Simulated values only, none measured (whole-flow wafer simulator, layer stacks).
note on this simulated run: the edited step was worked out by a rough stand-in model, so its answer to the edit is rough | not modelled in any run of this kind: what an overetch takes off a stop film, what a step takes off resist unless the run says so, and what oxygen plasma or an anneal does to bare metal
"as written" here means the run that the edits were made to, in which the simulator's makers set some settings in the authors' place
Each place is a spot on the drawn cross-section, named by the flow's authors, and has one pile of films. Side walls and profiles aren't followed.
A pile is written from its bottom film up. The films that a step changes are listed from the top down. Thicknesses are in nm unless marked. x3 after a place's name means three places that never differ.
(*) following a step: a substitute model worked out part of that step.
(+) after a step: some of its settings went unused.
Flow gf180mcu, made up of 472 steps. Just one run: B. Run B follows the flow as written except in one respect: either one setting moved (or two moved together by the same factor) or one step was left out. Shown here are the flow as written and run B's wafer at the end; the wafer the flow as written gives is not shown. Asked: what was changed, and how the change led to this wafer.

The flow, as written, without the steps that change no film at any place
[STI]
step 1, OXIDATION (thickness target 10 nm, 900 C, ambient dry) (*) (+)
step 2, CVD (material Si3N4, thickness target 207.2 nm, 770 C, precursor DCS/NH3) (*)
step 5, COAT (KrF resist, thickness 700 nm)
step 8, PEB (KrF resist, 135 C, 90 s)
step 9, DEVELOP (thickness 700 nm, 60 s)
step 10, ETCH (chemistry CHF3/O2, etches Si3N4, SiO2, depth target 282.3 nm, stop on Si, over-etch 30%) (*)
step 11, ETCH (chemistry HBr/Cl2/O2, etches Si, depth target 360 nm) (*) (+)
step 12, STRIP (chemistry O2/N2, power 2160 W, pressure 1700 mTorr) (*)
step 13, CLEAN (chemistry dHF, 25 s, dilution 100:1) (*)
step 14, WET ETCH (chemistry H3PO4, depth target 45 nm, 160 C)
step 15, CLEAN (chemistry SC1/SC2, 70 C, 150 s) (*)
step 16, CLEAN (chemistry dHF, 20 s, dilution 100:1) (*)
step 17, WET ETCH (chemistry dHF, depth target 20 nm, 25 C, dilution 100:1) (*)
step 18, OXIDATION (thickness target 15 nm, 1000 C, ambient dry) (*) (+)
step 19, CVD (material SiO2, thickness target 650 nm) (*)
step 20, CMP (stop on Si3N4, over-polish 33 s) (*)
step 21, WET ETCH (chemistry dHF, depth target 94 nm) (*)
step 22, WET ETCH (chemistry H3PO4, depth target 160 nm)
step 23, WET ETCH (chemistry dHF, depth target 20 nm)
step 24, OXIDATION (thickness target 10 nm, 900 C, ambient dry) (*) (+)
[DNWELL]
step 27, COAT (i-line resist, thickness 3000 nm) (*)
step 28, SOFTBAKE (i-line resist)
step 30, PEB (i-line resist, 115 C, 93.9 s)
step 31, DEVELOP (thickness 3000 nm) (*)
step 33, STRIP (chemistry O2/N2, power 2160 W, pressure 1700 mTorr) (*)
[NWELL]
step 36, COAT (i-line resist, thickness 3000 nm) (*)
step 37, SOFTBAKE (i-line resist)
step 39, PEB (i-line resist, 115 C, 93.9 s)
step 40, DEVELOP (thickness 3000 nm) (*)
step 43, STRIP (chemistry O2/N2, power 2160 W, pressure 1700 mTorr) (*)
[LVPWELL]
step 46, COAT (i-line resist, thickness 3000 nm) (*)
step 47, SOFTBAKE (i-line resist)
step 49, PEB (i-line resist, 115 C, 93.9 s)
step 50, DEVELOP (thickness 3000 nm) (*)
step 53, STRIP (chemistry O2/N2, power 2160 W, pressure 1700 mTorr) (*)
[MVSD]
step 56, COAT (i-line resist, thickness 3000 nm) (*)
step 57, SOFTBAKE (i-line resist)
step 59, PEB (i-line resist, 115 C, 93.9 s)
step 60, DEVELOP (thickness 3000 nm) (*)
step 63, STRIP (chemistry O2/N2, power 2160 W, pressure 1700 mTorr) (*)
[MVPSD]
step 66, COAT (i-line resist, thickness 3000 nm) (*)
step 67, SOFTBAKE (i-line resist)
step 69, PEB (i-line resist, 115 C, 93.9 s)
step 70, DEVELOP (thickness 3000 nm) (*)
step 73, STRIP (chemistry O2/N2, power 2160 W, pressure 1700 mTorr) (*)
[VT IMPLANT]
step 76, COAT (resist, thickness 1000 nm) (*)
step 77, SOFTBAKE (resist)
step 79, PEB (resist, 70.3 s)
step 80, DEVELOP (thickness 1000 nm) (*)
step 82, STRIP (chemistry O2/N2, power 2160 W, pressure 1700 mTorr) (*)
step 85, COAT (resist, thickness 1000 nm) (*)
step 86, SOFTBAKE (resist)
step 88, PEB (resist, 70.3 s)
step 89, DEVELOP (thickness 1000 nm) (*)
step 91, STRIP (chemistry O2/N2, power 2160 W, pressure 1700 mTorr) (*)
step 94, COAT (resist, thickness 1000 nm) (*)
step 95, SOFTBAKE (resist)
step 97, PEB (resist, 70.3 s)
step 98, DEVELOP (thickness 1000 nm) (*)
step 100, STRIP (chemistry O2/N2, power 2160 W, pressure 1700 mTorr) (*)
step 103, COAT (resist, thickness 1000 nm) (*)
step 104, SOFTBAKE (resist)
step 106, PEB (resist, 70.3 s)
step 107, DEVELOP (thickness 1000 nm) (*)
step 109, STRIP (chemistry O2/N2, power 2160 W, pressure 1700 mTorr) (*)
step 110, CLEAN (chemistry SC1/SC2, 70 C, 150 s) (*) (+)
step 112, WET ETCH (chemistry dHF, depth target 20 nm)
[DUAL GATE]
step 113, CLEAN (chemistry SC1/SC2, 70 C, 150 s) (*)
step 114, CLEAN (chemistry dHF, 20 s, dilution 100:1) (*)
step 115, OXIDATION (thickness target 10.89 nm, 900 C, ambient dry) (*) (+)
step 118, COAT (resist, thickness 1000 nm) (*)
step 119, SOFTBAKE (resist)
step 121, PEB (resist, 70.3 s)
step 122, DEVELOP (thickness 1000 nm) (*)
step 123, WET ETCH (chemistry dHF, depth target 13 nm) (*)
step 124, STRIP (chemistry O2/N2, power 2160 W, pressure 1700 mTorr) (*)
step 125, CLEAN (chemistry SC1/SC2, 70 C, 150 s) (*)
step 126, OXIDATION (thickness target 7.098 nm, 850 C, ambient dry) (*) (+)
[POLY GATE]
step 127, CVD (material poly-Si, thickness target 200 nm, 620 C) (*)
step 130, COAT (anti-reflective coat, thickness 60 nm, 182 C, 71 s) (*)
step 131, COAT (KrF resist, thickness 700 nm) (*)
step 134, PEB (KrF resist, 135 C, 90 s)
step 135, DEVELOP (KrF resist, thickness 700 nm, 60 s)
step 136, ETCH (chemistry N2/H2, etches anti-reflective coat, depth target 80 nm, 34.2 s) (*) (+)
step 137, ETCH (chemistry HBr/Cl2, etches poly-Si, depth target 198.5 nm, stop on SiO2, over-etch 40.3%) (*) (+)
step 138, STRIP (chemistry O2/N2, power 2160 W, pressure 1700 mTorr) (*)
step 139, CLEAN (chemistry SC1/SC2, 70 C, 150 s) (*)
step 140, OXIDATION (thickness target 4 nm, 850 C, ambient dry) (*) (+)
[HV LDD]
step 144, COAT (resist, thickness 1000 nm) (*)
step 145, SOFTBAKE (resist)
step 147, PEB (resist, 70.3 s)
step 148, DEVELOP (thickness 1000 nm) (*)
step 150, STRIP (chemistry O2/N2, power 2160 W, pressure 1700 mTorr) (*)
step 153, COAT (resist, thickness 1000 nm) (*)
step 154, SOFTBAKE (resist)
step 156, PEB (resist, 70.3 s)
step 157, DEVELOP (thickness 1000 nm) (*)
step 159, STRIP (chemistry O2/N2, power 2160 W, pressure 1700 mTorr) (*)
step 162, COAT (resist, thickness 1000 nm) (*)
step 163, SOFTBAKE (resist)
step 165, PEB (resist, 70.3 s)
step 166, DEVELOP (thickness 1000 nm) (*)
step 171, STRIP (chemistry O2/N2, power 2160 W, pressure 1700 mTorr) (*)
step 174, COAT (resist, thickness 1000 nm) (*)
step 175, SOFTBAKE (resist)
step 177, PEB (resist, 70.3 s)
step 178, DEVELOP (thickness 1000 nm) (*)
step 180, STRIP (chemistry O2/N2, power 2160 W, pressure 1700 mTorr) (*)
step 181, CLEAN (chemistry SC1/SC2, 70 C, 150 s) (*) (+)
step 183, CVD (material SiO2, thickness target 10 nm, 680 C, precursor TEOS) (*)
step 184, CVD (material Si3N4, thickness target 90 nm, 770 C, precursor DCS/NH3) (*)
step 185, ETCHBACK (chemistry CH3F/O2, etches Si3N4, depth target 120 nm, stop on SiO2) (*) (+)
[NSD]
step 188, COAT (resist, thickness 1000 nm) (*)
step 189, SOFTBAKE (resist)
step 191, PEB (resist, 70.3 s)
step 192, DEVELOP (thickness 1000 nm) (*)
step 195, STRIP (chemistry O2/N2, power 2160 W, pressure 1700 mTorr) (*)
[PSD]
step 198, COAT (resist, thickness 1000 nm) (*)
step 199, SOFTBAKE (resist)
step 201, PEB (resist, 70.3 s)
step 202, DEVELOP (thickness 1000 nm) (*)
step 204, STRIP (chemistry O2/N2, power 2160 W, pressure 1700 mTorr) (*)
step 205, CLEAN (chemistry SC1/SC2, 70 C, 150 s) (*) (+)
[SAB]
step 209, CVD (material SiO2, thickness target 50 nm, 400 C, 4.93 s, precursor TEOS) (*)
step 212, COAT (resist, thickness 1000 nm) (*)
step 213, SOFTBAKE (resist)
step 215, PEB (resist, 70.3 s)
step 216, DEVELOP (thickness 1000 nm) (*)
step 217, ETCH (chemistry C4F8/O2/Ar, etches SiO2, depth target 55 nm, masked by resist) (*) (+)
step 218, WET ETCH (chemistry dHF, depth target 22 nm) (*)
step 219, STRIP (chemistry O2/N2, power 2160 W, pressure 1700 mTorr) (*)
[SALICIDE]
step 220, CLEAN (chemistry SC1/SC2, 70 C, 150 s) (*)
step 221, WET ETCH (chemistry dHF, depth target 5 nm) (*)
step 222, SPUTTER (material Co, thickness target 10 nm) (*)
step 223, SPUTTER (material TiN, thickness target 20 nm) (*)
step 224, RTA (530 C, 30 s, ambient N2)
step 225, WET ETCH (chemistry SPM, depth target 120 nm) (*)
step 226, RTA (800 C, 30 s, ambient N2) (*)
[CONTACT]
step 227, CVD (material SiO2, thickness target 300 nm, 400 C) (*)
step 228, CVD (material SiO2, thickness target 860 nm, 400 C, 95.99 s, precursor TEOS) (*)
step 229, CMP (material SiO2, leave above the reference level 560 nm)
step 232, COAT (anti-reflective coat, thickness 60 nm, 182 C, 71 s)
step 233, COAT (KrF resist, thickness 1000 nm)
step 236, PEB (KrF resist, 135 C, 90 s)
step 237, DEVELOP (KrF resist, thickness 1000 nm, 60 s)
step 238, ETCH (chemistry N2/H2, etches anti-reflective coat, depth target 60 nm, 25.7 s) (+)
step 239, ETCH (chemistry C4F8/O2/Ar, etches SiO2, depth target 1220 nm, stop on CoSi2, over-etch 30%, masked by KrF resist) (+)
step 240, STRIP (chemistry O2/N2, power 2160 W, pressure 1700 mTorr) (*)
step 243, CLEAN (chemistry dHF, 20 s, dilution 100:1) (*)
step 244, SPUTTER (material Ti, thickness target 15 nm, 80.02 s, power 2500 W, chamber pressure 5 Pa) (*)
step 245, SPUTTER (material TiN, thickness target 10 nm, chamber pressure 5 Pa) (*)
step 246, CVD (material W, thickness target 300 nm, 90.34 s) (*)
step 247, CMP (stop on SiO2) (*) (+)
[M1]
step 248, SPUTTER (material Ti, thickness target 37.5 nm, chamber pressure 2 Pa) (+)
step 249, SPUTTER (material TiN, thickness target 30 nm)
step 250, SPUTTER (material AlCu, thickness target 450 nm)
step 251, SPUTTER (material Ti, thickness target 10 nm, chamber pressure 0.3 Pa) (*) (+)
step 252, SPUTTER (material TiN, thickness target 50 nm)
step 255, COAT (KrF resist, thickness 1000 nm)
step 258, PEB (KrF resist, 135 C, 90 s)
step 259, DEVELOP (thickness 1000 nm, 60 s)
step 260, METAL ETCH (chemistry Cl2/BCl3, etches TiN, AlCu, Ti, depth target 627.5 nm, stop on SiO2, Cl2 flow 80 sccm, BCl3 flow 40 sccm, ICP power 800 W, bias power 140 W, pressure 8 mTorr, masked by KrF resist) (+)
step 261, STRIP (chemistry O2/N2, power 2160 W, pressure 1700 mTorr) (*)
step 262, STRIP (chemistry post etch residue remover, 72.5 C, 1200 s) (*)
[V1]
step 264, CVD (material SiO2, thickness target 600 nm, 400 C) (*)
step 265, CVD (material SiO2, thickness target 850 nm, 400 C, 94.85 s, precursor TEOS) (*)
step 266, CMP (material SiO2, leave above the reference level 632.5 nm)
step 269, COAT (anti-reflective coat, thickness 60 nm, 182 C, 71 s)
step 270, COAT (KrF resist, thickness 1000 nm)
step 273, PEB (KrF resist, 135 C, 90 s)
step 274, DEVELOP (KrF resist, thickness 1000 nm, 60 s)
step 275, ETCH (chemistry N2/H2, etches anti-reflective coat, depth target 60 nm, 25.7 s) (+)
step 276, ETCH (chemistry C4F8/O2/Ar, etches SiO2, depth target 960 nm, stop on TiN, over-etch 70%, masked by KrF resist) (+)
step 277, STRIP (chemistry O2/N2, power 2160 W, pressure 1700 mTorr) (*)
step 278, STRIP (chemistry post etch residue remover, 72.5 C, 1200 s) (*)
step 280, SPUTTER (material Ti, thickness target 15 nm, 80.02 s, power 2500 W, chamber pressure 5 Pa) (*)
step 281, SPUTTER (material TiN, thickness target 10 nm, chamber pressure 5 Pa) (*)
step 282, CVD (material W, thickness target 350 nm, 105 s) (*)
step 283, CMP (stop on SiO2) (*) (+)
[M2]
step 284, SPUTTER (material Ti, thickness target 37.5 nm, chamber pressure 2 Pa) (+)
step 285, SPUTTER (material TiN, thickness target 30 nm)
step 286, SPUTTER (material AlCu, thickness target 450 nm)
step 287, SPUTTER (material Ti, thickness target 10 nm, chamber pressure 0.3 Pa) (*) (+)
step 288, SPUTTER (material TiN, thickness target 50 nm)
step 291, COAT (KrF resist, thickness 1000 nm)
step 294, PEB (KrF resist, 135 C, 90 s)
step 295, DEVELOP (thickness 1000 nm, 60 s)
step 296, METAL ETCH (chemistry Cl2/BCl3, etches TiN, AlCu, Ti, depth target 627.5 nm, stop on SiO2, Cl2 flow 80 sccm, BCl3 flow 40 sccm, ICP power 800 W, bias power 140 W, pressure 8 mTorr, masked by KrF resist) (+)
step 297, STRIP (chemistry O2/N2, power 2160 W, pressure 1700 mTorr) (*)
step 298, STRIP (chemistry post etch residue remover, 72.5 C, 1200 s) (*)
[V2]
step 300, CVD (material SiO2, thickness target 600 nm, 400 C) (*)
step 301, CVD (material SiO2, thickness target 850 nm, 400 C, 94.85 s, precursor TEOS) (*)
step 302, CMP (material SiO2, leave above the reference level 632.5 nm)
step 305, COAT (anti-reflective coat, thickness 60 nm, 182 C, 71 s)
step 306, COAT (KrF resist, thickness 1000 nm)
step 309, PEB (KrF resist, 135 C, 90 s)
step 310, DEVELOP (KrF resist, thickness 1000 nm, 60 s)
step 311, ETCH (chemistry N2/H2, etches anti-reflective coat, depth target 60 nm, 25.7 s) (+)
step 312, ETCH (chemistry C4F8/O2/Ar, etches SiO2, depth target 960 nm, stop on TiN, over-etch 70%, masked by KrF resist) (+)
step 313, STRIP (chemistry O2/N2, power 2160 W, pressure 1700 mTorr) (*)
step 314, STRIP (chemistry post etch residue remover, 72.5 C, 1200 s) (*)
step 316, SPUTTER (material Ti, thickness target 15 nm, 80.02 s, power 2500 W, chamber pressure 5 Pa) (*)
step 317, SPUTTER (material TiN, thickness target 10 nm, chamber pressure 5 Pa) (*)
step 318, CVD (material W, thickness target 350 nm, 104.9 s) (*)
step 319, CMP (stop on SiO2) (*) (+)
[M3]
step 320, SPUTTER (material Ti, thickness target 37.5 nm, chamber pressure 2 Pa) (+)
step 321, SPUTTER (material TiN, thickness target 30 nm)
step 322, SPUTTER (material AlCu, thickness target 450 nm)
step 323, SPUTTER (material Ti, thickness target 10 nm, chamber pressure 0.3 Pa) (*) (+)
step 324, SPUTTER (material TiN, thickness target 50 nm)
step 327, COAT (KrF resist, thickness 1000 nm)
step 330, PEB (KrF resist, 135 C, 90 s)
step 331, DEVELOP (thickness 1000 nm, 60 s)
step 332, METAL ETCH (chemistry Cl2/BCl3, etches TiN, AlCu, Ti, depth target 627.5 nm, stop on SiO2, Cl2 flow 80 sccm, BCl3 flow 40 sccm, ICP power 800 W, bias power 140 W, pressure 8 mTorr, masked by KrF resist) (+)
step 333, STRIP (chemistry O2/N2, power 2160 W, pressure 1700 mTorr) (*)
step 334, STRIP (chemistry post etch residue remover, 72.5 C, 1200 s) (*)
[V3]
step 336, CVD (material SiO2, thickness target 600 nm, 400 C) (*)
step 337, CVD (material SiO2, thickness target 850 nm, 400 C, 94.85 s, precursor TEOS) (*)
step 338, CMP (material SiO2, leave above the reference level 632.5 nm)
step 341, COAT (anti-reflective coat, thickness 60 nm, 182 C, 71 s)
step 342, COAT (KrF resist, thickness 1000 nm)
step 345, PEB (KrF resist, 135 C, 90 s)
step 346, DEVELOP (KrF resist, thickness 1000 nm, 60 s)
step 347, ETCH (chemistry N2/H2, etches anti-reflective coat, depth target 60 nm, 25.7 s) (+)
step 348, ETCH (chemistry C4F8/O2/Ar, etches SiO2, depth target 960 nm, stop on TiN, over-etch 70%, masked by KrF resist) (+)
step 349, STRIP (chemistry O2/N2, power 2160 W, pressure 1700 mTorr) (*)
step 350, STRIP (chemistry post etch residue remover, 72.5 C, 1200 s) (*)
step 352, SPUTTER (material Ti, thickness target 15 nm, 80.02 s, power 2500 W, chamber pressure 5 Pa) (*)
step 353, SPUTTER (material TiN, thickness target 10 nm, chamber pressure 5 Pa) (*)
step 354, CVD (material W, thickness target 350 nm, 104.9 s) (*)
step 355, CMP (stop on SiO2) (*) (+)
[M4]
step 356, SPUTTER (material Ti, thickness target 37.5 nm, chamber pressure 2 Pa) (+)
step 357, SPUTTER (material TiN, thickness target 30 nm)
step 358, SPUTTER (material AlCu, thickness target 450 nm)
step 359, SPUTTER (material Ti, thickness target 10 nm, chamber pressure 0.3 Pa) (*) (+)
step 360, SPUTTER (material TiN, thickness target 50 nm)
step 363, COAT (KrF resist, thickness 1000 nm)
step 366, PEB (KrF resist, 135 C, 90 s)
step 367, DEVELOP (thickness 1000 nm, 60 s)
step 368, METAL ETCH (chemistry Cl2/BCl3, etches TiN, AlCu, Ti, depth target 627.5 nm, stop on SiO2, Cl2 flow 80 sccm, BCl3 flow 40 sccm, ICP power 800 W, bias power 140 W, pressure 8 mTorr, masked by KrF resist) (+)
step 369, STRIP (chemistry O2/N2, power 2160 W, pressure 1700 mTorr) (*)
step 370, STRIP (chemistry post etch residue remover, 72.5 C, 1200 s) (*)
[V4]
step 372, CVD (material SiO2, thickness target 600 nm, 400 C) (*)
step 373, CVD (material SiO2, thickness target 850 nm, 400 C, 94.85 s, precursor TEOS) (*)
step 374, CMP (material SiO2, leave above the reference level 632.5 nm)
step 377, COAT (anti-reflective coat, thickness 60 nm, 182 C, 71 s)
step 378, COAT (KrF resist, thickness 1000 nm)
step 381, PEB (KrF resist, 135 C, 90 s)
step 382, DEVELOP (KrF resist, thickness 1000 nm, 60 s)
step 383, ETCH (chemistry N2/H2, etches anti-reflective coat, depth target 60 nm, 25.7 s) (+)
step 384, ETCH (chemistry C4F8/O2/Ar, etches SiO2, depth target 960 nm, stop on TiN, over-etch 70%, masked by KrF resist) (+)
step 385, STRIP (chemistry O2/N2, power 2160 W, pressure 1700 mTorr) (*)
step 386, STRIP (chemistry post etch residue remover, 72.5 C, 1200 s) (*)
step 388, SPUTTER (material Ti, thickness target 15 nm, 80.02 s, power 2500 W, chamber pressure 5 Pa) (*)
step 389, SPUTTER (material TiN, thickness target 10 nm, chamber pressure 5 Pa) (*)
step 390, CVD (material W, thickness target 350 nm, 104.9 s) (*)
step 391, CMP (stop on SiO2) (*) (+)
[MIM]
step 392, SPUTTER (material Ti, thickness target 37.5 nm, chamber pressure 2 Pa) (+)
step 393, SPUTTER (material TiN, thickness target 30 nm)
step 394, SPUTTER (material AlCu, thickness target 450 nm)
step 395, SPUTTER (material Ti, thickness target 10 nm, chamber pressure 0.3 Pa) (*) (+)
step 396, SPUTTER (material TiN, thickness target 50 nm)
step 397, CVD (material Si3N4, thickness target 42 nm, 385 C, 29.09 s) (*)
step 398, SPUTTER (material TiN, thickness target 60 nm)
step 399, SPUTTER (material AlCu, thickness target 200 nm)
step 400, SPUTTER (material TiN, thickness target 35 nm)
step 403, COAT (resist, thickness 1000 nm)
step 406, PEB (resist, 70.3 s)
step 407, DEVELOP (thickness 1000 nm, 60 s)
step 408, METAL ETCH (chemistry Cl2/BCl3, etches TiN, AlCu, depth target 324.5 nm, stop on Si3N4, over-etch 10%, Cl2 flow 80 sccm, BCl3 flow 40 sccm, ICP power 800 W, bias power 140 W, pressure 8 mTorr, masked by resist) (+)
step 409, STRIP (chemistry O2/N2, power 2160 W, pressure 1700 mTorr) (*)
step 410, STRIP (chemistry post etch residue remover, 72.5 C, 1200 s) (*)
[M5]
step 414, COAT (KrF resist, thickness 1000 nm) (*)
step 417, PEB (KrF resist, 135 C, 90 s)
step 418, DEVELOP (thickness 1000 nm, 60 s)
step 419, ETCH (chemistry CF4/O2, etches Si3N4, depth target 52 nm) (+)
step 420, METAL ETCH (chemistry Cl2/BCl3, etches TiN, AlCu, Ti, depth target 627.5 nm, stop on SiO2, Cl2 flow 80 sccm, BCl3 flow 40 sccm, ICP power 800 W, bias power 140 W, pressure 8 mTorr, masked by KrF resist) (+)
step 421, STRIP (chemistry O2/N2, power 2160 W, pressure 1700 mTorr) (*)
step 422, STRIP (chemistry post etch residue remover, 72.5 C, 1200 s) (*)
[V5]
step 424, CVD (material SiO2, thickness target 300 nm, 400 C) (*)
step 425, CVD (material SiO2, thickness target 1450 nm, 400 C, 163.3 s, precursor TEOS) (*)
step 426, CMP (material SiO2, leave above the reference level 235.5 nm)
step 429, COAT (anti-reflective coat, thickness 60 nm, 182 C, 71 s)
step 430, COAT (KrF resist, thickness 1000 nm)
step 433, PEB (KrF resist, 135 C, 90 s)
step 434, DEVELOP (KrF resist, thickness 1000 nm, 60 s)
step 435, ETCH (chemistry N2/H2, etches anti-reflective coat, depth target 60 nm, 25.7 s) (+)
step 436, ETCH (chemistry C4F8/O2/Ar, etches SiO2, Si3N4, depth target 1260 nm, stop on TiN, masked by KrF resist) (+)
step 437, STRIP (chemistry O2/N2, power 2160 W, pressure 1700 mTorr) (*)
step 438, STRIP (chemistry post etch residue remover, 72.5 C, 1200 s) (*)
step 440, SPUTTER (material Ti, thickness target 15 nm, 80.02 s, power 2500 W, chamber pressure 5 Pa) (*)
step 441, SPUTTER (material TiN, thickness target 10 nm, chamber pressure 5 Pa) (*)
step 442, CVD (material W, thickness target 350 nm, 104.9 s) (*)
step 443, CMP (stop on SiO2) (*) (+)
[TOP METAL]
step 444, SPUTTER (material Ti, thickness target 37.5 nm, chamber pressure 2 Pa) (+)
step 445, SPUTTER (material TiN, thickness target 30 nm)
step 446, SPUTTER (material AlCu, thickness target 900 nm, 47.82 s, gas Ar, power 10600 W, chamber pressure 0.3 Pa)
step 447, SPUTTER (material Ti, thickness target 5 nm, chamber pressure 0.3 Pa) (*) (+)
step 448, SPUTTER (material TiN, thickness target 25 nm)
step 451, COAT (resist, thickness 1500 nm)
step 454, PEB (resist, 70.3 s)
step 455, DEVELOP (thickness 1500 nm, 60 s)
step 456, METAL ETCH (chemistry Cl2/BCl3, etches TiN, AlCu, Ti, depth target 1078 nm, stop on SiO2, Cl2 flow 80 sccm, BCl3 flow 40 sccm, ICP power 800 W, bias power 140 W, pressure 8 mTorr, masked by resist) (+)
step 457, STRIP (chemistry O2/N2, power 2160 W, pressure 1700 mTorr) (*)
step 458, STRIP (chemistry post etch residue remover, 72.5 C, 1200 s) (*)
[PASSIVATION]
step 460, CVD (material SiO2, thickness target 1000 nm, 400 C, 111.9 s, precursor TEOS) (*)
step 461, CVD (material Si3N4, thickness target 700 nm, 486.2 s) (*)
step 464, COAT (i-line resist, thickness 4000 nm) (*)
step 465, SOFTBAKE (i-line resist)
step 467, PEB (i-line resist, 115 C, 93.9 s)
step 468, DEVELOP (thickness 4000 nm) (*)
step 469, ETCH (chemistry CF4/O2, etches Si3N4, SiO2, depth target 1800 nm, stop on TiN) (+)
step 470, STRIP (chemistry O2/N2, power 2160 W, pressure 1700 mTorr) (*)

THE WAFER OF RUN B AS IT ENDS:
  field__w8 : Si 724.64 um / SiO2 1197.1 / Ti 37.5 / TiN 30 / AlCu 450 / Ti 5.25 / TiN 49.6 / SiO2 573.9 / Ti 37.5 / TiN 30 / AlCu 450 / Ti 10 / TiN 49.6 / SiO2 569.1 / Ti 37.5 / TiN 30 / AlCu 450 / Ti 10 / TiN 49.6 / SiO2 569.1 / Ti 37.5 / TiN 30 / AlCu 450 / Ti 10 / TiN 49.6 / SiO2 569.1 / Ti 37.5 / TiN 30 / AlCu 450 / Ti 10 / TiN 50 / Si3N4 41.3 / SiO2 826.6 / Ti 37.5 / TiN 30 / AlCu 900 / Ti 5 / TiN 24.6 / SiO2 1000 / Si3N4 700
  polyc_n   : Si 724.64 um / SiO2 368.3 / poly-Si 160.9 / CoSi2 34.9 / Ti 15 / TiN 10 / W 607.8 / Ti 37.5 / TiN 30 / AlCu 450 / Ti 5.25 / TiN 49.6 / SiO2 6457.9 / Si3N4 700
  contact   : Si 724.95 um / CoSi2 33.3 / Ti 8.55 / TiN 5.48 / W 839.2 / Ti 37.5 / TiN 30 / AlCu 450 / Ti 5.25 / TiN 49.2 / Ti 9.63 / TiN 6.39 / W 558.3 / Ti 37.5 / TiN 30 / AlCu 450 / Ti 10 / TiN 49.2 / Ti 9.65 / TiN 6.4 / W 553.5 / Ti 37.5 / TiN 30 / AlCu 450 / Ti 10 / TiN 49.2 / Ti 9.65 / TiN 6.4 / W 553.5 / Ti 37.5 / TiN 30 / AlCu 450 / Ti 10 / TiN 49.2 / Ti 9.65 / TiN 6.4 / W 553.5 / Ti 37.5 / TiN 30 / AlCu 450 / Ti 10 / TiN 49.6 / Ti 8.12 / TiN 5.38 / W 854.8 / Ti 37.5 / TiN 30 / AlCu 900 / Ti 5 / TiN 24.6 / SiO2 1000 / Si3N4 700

The reason: step 251, SPUTTER: thickness target 5.25 nm was run, whereas the flow has thickness target 10 nm.
The wafer itself shows it: field__w8 has Ti 5.25, and step 251 as written asks for 10 nm.

How this came from the change, step by step:
  step 251, SPUTTER (material Ti, thickness target 10 nm, chamber pressure 0.3 Pa) (*) (+)
      field, field__w1, field__w2 and 108 more: Ti gains 5.25 (new film) (as written it would have been: Ti gains 10 (new film))
  step 260, METAL ETCH (chemistry Cl2/BCl3, etches TiN, AlCu, Ti, depth target 627.5 nm, stop on SiO2, Cl2 flow 80 sccm, BCl3 flow 40 sccm, ICP power 800 W, bias power 140 W, pressure 8 mTorr, masked by KrF resist) (+)
      field, field__w1, field__w2 and 99 more: TiN loses 50 (all of it), Ti loses 5.25 (all of it), AlCu loses 450 (all of it), TiN loses 30 (all of it), Ti loses 37.5 (all of it) (as written it would have been: TiN loses 50 (all of it), Ti loses 10 (all of it), AlCu loses 450 (all of it), TiN loses 30 (all of it), Ti loses 37.5 (all of it))
